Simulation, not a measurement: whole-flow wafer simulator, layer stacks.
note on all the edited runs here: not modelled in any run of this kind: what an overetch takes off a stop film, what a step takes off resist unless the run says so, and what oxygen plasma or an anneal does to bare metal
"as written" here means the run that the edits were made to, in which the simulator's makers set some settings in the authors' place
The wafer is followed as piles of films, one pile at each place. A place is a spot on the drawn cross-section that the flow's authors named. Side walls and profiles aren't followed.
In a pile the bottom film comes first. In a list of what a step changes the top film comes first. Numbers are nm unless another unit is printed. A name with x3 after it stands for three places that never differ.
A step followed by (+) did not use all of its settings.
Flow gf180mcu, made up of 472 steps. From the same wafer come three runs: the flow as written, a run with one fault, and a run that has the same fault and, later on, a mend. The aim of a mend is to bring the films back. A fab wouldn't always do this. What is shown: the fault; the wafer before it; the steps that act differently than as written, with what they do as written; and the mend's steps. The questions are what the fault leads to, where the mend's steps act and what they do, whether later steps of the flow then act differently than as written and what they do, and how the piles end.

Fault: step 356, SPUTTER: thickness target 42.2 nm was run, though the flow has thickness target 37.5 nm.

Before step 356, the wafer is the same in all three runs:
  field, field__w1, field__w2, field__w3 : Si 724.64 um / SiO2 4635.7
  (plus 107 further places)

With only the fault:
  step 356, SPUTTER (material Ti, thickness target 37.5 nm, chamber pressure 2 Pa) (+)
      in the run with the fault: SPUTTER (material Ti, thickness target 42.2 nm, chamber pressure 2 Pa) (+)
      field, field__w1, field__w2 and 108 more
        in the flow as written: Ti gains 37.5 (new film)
        in the run with the fault: Ti gains 42.2 (new film)
  Steps later in the flow that act otherwise than as written (1 other step is not shown; it differs only slightly, by no more than 2% or 0.5 nm, whichever is larger):
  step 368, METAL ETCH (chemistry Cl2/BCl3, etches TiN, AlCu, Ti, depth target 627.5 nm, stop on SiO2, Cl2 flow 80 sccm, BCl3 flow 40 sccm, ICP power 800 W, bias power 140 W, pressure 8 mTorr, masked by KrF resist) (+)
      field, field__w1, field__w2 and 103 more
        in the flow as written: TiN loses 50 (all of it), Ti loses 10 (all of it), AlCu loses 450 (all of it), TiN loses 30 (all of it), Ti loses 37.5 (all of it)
        in the run with the fault: TiN loses 50 (all of it), Ti loses 10 (all of it), AlCu loses 450 (all of it), TiN loses 30 (all of it), Ti loses 42.2 (all of it)
  By the end, the piles at field__w8, contact, m1, m1__w1, m1_nw depart from the flow's by more than 2% or 0.5 nm, whichever is larger.
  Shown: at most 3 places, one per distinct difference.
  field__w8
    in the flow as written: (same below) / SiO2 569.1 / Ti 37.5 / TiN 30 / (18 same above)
    in the run with the fault: (same below) / SiO2 569.1 / Ti 42.2 / TiN 30 / (18 same above)
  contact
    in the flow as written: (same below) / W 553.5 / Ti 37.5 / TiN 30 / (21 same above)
    in the run with the fault: (same below) / W 553.5 / Ti 42.2 / TiN 30 / (21 same above)

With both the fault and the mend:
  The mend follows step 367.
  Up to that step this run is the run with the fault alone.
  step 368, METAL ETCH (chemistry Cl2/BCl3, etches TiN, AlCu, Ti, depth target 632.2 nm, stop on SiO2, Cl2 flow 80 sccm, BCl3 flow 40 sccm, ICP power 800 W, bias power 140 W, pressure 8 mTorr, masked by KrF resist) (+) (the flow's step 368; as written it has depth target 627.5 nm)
      field, field__w1, field__w2 and 103 more
        TiN loses 50 (all of it), Ti loses 10 (all of it), AlCu loses 450 (all of it), TiN loses 30 (all of it), Ti loses 42.2 (all of it)
      field__w8, contact, m1, m1__w1, m1_nw
        KrF resist loses 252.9
  Later steps of the flow that are run all act as written at every place that is followed, up to a difference of at most 2% or 0.5 nm, whichever is larger.
  By the end, the piles at field__w8, contact, m1, m1__w1, m1_nw depart from the flow's by more than 2% or 0.5 nm, whichever is larger.
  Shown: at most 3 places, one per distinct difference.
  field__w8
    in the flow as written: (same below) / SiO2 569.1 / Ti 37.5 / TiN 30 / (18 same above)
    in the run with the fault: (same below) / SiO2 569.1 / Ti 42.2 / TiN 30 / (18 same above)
    in the run with the mend: (same below) / SiO2 569.1 / Ti 42.2 / TiN 30 / (18 same above)
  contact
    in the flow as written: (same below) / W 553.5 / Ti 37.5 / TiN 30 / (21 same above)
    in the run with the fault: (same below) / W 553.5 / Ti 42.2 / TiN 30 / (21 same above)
    in the run with the mend: (same below) / W 553.5 / Ti 42.2 / TiN 30 / (21 same above)
